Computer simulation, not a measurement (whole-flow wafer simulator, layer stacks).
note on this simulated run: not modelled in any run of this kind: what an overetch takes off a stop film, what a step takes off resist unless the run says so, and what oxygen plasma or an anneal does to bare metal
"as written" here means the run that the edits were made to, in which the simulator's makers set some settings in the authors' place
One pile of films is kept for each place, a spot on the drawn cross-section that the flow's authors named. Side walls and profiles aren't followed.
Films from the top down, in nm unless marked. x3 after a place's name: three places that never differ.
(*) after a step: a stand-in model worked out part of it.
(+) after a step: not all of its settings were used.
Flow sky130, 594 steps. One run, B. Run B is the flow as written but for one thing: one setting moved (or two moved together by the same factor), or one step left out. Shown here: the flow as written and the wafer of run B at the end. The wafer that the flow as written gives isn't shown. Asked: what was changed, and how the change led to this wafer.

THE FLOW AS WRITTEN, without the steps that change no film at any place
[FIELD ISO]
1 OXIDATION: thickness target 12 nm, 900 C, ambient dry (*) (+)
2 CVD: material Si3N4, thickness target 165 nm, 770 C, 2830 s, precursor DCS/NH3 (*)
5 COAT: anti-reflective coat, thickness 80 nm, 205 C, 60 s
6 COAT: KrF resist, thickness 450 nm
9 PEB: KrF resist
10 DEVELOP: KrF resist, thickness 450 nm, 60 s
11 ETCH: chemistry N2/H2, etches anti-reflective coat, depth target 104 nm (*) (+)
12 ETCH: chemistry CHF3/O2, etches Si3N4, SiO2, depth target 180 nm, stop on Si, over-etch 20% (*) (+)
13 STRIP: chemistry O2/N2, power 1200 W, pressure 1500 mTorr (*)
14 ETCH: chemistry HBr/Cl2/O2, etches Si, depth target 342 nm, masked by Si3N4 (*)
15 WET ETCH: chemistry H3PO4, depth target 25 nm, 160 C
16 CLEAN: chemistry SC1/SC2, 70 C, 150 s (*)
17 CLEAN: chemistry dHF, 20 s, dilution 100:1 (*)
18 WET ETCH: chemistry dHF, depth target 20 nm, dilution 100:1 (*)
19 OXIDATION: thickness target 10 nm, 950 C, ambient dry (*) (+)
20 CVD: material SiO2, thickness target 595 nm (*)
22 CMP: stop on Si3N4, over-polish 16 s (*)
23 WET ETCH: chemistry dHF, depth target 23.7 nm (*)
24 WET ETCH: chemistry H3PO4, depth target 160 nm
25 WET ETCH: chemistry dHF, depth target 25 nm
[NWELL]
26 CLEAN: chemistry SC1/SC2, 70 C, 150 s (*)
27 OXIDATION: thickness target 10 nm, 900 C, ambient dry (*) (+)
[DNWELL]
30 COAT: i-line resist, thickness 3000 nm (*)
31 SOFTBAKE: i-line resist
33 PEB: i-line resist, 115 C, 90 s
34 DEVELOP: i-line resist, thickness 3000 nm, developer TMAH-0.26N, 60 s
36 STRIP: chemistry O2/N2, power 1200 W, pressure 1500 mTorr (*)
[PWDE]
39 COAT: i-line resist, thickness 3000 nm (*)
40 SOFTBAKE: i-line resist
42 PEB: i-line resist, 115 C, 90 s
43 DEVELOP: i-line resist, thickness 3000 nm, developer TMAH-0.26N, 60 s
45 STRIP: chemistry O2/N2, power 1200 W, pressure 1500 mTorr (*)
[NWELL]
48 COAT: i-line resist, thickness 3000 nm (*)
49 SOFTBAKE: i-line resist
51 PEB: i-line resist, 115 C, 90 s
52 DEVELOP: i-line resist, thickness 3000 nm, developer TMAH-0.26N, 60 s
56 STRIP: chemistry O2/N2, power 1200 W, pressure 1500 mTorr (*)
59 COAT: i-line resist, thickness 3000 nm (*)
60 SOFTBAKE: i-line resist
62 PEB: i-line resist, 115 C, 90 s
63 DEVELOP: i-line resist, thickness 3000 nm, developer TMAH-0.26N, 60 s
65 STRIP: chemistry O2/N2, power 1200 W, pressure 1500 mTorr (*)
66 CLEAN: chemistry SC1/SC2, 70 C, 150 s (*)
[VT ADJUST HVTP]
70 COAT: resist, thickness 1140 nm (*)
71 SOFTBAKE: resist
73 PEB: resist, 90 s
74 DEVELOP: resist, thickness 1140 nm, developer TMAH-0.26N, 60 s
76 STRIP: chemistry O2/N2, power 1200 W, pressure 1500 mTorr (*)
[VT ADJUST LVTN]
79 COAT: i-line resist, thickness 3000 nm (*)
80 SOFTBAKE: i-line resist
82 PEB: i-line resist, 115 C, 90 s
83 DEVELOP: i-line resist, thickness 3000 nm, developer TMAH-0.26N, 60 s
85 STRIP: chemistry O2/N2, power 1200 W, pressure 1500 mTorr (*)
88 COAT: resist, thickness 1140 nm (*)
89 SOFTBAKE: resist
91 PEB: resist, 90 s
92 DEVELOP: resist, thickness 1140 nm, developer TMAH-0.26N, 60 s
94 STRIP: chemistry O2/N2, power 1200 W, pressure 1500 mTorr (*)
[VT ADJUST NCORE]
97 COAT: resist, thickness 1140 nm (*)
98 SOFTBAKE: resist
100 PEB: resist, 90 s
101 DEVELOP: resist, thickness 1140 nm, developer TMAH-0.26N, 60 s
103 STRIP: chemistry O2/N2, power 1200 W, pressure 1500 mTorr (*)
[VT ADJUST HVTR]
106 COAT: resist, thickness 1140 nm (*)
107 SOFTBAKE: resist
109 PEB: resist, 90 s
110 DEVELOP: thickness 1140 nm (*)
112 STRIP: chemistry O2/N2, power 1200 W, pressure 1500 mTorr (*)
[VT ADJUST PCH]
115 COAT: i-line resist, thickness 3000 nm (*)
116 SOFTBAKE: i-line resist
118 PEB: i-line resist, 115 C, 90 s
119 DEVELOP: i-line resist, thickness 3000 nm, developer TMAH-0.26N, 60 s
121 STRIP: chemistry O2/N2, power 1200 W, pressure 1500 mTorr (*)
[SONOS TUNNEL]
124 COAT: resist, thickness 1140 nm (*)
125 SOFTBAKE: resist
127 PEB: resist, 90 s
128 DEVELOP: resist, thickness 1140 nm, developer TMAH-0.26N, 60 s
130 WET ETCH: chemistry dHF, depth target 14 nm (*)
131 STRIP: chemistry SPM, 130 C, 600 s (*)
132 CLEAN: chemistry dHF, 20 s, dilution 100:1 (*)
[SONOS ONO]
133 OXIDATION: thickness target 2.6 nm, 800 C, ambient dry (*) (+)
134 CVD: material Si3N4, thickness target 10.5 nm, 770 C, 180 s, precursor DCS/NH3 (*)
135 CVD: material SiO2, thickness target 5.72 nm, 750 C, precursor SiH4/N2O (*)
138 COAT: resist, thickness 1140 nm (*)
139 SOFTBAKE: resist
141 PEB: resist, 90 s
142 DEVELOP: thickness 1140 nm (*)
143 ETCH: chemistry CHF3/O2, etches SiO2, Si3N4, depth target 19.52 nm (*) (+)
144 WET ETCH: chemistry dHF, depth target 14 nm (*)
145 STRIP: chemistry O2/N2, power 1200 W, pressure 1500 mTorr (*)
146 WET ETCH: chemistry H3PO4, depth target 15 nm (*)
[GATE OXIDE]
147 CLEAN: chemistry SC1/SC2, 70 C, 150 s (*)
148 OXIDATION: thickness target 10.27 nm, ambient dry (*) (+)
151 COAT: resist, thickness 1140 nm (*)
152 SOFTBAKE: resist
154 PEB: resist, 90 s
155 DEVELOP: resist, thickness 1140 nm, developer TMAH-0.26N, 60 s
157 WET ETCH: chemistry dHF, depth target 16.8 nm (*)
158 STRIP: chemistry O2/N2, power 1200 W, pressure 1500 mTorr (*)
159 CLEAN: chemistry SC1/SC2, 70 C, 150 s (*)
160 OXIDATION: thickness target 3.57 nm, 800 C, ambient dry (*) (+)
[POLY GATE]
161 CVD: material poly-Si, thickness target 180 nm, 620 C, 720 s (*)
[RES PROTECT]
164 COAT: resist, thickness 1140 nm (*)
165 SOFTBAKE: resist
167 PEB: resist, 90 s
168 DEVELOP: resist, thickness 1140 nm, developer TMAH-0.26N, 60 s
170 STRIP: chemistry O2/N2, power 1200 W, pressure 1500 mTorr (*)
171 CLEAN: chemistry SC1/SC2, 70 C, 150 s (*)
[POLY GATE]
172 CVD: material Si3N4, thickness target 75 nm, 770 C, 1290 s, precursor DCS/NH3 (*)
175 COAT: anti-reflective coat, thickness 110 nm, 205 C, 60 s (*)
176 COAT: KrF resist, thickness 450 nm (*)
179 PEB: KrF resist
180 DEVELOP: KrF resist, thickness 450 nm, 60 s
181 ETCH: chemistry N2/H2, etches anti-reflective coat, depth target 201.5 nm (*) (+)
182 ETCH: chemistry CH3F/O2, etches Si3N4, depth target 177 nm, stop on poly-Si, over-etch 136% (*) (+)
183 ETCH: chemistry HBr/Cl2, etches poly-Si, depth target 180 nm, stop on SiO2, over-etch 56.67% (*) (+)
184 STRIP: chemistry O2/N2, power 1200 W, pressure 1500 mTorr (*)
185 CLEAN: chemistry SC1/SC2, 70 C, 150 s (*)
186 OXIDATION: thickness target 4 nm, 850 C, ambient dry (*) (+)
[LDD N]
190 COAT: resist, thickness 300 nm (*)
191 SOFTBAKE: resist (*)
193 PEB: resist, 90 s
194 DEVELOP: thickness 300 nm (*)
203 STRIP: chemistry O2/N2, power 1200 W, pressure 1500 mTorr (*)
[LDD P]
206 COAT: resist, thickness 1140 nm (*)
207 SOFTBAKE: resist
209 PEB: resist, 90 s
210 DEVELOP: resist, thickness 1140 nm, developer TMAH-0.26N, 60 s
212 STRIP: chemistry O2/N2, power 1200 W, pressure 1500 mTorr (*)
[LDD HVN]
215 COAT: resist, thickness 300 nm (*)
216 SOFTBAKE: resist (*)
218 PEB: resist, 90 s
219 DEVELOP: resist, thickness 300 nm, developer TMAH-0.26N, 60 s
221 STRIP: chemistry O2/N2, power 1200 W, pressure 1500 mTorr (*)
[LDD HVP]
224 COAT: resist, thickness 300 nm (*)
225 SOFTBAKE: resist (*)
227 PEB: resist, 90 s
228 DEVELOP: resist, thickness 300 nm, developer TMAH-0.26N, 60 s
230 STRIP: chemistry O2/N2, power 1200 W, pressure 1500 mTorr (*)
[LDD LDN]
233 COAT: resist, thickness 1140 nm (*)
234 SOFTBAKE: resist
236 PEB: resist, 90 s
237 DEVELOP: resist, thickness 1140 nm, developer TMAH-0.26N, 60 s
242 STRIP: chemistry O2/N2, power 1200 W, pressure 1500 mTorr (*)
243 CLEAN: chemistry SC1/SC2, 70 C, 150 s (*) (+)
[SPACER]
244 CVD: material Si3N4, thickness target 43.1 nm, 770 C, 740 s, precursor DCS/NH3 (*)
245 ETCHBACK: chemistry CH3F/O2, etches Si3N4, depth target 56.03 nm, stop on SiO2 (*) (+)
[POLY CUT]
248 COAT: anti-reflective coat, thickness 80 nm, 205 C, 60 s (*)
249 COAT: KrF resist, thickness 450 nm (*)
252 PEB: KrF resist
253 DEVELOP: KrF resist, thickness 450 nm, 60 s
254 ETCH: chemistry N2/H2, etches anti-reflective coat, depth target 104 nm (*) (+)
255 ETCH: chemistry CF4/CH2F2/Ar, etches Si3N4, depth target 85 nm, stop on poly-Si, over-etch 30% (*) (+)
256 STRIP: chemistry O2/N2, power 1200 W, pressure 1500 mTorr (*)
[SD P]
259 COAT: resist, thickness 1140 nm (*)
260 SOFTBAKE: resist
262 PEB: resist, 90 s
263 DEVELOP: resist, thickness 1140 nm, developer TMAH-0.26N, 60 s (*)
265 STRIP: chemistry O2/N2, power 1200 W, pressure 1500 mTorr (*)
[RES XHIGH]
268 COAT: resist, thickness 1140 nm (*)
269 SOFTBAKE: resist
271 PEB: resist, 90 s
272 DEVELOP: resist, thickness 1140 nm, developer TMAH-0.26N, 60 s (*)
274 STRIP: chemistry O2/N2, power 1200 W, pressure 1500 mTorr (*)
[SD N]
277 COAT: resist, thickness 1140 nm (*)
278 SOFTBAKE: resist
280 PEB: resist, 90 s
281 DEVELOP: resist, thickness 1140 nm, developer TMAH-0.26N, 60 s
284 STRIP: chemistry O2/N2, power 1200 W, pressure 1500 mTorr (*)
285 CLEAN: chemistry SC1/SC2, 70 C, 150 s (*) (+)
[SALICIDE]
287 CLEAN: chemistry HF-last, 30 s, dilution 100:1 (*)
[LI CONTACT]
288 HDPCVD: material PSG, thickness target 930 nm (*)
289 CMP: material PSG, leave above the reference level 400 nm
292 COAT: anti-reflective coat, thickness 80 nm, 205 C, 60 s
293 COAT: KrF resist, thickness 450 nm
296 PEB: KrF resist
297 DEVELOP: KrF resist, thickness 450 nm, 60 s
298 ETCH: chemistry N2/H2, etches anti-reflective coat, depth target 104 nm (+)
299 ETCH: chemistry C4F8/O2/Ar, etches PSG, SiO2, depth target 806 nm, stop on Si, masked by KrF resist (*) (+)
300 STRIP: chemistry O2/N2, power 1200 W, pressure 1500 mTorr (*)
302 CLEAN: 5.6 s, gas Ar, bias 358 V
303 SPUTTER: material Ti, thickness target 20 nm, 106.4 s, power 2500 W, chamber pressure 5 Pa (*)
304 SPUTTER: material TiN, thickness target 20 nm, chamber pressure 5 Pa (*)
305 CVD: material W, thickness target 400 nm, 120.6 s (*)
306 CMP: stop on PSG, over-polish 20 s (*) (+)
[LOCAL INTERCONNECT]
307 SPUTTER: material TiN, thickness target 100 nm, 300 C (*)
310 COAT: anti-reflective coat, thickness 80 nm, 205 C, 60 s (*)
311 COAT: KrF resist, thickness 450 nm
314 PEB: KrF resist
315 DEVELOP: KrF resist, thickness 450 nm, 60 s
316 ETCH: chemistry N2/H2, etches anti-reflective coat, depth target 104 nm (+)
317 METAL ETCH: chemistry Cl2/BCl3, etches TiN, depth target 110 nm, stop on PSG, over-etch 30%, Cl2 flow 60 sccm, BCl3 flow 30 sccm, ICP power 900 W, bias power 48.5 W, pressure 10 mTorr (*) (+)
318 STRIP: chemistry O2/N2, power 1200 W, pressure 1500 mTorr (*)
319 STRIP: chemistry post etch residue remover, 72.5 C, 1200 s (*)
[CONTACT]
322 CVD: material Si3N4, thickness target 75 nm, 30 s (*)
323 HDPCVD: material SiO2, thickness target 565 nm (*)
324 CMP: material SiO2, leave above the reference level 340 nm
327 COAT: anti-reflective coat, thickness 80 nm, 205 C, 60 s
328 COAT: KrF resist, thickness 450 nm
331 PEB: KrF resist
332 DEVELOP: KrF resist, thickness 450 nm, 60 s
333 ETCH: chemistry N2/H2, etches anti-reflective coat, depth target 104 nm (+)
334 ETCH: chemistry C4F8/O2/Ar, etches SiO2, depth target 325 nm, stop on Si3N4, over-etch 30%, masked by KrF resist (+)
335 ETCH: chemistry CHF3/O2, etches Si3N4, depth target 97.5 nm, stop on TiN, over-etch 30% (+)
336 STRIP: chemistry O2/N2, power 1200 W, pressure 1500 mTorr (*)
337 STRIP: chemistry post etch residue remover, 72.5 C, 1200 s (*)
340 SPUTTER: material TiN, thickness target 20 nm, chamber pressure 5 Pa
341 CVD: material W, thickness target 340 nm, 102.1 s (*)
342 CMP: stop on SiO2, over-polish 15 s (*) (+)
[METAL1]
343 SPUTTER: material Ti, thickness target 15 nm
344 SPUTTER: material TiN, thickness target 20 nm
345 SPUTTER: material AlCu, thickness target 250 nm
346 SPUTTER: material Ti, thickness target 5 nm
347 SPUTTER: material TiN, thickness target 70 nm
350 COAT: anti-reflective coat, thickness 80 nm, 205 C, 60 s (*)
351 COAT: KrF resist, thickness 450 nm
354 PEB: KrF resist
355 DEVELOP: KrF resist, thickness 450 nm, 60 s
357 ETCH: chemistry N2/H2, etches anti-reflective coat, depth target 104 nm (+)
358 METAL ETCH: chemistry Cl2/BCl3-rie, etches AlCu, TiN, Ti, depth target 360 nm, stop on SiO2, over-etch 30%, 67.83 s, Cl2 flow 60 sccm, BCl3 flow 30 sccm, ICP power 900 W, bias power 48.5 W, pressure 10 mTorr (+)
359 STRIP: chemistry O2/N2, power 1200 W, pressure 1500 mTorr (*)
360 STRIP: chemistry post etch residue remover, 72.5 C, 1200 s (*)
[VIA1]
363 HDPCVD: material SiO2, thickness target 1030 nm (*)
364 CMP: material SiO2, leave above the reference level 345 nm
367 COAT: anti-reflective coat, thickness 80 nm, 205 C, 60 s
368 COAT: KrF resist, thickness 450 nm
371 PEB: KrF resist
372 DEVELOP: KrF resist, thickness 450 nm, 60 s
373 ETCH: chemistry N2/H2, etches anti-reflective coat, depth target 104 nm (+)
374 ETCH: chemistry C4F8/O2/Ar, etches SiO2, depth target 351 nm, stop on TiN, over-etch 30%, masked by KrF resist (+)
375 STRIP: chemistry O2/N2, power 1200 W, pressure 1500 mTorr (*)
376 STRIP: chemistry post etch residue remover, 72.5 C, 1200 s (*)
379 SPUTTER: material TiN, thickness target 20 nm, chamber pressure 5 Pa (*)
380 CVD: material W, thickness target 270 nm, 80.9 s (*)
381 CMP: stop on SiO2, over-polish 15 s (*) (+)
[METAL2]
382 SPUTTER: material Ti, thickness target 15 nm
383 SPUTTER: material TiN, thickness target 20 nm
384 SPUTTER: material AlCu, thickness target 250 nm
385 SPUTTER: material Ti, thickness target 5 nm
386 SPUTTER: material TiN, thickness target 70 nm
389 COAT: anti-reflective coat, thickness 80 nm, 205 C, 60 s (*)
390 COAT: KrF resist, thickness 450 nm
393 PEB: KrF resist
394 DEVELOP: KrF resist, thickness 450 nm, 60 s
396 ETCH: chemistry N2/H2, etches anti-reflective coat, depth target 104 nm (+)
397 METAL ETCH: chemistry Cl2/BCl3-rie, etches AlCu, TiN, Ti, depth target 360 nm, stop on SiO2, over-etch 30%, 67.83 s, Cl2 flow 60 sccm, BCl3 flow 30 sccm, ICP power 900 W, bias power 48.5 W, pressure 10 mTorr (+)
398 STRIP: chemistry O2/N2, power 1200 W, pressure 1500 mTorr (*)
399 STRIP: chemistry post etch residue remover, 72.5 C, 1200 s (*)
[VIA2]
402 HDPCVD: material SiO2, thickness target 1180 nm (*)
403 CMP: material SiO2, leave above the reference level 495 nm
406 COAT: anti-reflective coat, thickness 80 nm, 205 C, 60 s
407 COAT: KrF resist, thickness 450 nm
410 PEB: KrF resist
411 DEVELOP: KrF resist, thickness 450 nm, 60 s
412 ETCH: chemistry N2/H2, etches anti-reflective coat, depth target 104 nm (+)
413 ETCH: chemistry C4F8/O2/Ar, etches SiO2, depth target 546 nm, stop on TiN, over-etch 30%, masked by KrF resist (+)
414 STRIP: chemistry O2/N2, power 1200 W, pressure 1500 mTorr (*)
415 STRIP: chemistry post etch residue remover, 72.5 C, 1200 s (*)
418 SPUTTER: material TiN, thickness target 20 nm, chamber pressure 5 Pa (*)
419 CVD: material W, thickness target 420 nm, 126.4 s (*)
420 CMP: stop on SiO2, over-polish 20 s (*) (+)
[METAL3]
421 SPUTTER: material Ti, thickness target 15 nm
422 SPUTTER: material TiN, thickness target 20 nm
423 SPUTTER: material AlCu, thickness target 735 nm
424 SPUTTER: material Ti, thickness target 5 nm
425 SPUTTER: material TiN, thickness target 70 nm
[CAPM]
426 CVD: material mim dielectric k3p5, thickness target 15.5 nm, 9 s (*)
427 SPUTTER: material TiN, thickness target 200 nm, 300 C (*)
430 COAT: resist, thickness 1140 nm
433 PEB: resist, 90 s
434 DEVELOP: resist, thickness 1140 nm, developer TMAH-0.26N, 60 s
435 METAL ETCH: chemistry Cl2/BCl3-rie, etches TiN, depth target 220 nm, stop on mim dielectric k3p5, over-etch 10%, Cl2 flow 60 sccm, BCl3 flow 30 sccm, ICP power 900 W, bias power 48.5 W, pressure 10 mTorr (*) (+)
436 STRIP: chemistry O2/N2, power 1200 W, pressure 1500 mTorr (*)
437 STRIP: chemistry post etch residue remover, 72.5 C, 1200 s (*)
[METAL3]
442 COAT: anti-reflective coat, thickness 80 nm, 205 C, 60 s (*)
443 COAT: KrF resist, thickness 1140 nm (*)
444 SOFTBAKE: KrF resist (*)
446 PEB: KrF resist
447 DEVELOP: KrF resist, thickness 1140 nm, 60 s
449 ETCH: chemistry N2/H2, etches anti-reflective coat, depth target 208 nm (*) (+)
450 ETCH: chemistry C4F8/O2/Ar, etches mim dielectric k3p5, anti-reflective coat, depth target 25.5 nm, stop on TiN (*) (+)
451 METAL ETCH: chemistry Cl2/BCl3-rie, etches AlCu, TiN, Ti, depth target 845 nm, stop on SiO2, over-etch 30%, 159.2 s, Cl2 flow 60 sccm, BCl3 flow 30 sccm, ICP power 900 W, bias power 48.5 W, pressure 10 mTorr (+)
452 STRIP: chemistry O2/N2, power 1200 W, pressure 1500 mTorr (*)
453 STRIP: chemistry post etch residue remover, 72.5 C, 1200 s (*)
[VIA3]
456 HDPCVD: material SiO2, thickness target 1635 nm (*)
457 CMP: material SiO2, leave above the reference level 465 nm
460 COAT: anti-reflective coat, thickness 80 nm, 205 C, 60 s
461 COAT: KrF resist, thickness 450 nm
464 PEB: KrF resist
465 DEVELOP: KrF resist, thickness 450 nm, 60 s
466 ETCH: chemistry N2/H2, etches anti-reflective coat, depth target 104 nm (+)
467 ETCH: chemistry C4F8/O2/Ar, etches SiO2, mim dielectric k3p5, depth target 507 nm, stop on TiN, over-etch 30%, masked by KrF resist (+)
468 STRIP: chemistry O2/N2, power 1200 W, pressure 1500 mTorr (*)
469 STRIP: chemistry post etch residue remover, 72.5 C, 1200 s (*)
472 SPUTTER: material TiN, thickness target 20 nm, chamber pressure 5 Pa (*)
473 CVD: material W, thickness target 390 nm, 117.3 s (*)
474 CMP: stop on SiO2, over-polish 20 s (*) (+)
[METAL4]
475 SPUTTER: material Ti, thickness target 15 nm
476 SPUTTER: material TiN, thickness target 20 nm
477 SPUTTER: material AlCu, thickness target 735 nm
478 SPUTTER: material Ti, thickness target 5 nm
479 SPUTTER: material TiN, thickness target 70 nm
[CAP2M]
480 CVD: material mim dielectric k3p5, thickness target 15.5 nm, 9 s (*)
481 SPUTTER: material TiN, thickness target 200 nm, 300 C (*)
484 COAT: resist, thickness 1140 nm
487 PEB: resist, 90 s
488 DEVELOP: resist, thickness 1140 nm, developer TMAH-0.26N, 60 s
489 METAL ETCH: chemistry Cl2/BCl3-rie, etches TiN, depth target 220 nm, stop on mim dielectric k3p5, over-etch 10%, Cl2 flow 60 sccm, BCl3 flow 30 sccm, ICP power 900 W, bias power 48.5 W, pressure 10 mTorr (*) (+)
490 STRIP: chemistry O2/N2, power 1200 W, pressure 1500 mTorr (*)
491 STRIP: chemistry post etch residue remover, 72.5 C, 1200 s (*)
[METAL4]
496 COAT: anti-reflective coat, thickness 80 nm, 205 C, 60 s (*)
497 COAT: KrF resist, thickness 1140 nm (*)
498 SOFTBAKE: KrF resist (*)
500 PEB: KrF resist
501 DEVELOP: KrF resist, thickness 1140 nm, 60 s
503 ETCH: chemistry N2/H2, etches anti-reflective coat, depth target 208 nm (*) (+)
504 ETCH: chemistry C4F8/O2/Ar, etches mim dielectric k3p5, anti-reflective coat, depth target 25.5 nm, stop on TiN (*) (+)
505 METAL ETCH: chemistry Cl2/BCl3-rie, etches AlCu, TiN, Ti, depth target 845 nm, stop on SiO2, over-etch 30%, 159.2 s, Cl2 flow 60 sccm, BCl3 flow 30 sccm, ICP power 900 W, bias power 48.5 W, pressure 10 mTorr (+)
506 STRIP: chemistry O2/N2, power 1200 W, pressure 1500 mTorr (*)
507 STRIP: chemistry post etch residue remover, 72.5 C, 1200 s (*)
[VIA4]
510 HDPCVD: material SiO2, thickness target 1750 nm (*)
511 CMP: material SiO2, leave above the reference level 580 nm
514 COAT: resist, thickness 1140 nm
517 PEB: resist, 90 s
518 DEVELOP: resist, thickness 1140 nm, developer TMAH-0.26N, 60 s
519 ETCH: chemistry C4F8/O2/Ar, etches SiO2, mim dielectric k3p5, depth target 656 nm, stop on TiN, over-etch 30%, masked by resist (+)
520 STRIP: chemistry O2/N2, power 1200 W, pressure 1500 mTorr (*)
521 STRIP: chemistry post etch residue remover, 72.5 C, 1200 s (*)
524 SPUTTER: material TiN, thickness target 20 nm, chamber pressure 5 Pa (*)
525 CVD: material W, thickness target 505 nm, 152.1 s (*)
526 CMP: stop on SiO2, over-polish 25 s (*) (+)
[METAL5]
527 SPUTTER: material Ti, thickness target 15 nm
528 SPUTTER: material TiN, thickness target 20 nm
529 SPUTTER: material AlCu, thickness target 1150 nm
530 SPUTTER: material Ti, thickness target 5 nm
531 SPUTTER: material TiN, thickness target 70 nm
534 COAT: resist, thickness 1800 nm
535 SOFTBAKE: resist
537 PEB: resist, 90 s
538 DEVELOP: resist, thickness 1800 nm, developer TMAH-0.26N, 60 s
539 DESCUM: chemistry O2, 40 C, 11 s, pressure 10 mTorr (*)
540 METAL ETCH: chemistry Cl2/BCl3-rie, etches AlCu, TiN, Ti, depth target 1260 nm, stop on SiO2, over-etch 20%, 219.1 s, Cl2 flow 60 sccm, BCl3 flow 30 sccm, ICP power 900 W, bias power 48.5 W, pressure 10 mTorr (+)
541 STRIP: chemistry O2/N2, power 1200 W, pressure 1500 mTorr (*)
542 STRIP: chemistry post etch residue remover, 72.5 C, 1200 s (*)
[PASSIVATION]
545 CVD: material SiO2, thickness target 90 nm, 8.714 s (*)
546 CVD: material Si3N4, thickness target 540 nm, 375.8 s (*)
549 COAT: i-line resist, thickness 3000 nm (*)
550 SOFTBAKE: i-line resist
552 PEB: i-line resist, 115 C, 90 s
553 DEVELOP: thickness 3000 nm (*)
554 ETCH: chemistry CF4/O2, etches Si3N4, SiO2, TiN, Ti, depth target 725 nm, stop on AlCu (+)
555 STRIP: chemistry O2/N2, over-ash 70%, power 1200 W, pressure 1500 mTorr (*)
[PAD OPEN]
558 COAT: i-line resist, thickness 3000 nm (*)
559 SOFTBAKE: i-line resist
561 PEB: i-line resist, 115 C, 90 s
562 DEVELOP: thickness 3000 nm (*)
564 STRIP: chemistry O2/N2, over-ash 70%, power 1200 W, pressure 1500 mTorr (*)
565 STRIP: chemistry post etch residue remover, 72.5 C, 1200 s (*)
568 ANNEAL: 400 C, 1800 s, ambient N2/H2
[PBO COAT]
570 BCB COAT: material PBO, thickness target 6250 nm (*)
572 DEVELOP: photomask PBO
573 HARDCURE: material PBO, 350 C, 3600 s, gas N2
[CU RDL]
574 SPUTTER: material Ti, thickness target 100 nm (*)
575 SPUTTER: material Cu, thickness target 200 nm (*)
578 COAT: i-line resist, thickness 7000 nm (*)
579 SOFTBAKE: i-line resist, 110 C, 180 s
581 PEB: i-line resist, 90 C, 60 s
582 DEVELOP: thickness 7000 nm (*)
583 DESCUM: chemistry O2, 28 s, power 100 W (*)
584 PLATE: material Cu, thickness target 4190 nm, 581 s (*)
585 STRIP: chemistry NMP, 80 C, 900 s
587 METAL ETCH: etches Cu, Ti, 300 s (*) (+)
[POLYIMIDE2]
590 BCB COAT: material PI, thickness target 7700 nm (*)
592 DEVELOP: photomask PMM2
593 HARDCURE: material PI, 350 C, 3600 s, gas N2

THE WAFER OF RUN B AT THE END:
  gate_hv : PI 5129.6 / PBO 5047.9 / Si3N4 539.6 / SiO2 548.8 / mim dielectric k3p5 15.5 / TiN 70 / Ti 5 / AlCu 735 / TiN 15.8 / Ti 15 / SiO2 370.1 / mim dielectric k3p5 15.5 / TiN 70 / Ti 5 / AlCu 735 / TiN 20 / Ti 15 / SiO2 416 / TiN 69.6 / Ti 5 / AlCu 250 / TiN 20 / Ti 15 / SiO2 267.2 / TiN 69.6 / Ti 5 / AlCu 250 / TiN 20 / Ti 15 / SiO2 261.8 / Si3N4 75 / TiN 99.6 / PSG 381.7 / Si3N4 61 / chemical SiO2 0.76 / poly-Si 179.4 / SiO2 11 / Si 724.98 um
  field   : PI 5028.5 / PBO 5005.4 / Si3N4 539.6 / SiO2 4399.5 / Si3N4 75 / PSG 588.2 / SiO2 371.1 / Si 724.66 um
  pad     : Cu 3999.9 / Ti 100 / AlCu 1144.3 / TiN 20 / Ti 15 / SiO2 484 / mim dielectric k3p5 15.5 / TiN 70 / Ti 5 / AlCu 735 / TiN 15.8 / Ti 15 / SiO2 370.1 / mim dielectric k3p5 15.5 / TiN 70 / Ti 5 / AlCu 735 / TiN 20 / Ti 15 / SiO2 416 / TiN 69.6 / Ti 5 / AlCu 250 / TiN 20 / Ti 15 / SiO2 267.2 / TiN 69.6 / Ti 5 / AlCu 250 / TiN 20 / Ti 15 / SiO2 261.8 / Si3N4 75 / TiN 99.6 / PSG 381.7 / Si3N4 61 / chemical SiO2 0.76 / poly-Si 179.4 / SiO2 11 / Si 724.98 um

The cause: step 476, SPUTTER: thickness target 15.8 nm was run, where the flow has thickness target 20 nm.
It can be read off the wafer: gate_hv has TiN 15.8, and step 476 as written asks for 20 nm.

How the change led to this, step by step:
  476 SPUTTER: material TiN, thickness target 20 nm
      field, active, n_well and 189 more: TiN +15.8 (new film) (as written it would be: TiN +20 (new film))
  505 METAL ETCH: chemistry Cl2/BCl3-rie, etches AlCu, TiN, Ti, depth target 845 nm, stop on SiO2, over-etch 30%, 159.2 s, Cl2 flow 60 sccm, BCl3 flow 30 sccm, ICP power 900 W, bias power 48.5 W, pressure 10 mTorr (+)
      field, active, gate and 70 more: TiN -70 (all of it), Ti -5 (all of it), AlCu -735 (all of it), TiN -15.8 (all of it), Ti -15 (all of it), SiO2 -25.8 (as written it would be: TiN -70 (all of it), Ti -5 (all of it), AlCu -735 (all of it), TiN -20 (all of it), Ti -15 (all of it), SiO2 -25.4)
      vpp_iso1, mim_edge_plate, m1_ln and 12 more: TiN -70 (all of it), Ti -5 (all of it), AlCu -735 (all of it), TiN -15.8 (all of it), Ti -15 (all of it), SiO2 -25.8 (as written it would be: TiN -70 (all of it), Ti -5 (all of it), AlCu -735 (all of it), TiN -20 (all of it), Ti -15 (all of it), SiO2 -25.3)
